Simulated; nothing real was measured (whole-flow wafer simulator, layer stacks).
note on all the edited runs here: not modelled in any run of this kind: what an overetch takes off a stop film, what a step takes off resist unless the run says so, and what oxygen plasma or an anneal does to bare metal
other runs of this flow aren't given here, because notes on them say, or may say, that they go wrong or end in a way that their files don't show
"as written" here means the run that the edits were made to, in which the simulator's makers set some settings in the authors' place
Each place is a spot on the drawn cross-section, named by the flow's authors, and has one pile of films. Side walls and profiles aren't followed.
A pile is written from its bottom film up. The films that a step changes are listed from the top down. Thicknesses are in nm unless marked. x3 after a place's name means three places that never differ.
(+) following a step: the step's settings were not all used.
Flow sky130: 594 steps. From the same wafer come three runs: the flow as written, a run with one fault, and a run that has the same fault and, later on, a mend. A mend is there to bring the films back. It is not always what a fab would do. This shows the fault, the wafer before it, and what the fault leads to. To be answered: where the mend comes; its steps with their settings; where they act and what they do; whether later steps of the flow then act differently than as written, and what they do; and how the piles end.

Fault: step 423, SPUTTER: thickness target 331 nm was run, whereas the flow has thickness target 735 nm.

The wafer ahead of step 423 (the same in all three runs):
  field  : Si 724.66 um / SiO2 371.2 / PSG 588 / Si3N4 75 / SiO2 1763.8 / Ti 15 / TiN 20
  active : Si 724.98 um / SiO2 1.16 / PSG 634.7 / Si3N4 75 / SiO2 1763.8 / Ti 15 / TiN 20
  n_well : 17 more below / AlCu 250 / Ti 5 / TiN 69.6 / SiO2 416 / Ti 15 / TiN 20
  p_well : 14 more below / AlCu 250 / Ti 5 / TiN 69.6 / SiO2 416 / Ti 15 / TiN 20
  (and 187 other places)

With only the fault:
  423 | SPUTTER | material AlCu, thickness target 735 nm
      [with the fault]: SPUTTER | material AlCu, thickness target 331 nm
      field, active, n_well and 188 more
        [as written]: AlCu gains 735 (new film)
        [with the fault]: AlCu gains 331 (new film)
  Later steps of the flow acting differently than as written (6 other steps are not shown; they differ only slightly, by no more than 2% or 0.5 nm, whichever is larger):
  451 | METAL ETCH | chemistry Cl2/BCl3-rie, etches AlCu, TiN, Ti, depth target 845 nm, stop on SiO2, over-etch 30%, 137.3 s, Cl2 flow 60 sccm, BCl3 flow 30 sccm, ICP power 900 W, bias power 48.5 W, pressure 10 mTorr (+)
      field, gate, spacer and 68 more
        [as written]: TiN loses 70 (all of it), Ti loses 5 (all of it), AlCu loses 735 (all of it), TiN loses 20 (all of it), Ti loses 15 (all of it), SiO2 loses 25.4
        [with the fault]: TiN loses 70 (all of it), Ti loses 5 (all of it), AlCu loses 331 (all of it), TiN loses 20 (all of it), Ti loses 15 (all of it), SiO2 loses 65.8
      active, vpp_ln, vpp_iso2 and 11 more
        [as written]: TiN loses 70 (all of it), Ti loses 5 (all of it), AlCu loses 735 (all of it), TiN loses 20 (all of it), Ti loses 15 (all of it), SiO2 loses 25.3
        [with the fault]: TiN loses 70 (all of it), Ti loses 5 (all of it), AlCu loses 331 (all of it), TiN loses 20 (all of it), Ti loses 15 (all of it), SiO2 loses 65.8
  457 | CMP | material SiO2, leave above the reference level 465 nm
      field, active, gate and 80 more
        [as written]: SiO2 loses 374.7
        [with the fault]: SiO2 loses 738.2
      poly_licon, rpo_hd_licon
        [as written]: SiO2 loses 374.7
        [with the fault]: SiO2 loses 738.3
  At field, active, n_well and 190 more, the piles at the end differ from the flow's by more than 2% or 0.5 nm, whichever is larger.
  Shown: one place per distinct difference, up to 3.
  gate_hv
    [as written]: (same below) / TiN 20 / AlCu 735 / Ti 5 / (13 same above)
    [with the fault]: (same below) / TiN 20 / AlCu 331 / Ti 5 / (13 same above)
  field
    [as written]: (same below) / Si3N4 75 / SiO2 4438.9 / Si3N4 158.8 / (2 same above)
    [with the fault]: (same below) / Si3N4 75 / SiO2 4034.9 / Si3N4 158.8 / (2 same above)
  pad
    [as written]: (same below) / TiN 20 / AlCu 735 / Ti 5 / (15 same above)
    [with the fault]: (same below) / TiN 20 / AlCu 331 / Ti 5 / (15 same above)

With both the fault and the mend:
  The mend stands after step 423.
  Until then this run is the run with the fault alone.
  423a | SPUTTER | material AlCu, thickness target 404 nm (the flow's step 423 again, with other settings)
      field, active, n_well and 188 more
        AlCu gains 404
  Every later step of the flow that is run acts as written at every place that is followed.
  The piles end the same as the flow's at every place that both follow.
